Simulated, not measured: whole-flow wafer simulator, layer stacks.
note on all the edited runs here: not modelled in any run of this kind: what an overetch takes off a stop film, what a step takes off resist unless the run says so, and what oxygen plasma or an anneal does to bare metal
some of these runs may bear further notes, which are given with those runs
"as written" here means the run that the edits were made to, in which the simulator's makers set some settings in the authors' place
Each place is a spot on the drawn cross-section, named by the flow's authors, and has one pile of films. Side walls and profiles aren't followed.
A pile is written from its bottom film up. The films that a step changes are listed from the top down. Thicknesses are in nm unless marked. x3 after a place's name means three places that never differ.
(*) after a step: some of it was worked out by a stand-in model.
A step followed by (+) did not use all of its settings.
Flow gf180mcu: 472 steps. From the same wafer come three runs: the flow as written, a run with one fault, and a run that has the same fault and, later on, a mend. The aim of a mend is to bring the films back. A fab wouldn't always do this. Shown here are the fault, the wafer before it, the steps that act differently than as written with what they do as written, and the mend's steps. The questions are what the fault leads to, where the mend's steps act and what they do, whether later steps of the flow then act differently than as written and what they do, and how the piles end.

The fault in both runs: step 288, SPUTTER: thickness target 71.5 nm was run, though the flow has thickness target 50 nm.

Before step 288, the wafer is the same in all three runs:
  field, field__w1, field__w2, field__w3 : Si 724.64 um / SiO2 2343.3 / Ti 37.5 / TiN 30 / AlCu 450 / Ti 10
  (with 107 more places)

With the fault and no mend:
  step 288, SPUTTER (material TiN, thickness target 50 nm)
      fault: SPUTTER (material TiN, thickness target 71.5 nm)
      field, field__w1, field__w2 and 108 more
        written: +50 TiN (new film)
        fault: +71.5 TiN (new film)
  Steps further on in the flow that do not act as written (not shown: 3 more steps that differ only slightly, by at most 2% or 0.5 nm, whichever is larger):
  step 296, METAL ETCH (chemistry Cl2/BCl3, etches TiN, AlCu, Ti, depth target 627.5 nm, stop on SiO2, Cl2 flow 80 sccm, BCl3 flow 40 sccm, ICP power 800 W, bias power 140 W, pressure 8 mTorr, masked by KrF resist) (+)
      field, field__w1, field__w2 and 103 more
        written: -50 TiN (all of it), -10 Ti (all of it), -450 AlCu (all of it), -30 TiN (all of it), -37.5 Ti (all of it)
        fault: -71.5 TiN (all of it), -10 Ti (all of it), -450 AlCu (all of it), -30 TiN (all of it), -37.5 Ti (all of it)
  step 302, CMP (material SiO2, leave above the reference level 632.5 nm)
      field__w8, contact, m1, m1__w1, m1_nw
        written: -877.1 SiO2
        fault: -898.6 SiO2
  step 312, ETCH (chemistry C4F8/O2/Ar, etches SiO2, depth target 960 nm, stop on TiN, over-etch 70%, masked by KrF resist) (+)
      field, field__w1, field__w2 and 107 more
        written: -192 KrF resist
        fault: -187.3 KrF resist
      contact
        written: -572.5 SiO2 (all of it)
        fault: -551 SiO2 (all of it)
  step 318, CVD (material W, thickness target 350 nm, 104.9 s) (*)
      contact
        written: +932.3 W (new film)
        fault: +910.6 W (new film)
  By the end, the piles at field__w8, contact, m1, m1__w1, m1_nw depart from the flow's by more than 2% or 0.5 nm, whichever is larger.
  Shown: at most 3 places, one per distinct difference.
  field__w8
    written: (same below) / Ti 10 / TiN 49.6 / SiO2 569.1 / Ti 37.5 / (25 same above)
    fault: (same below) / Ti 10 / TiN 71.1 / SiO2 547.6 / Ti 37.5 / (25 same above)
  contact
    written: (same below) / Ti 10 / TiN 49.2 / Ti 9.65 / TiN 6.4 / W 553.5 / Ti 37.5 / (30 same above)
    fault: (same below) / Ti 10 / TiN 70.7 / Ti 9.77 / TiN 6.48 / W 531.8 / Ti 37.5 / (30 same above)

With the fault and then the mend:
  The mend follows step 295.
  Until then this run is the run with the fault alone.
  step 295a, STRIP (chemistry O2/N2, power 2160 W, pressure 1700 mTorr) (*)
      field__w8, contact, m1, m1__w1, m1_nw
        -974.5 KrF resist (all of it)
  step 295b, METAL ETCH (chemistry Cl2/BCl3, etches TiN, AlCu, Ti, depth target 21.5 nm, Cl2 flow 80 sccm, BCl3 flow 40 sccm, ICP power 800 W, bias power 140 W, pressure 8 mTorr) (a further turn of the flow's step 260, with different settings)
      field, field__w1, field__w2 and 108 more
        -21.5 TiN
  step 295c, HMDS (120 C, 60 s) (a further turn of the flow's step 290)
      does not change any film at any place that is followed
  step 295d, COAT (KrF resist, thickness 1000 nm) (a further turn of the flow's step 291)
      field, field__w1, field__w2 and 108 more
        +1000 KrF resist (new film)
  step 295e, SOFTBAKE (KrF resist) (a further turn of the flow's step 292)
      does not change any film at any place that is followed
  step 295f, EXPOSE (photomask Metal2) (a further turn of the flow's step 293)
      does not change any film at any place that is followed
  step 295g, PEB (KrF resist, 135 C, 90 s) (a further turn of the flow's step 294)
      field, field__w1, field__w2 and 108 more
        -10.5 KrF resist
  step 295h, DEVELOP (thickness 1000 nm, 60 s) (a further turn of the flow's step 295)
      field, field__w1, field__w2 and 103 more
        -989.5 KrF resist (all of it)
      field__w8, contact, m1, m1__w1, m1_nw
        -14.9 KrF resist
  None of the later steps of the flow acts differently than as written at any place that is followed.
  At every place that both follow, the piles at the end match the flow's.
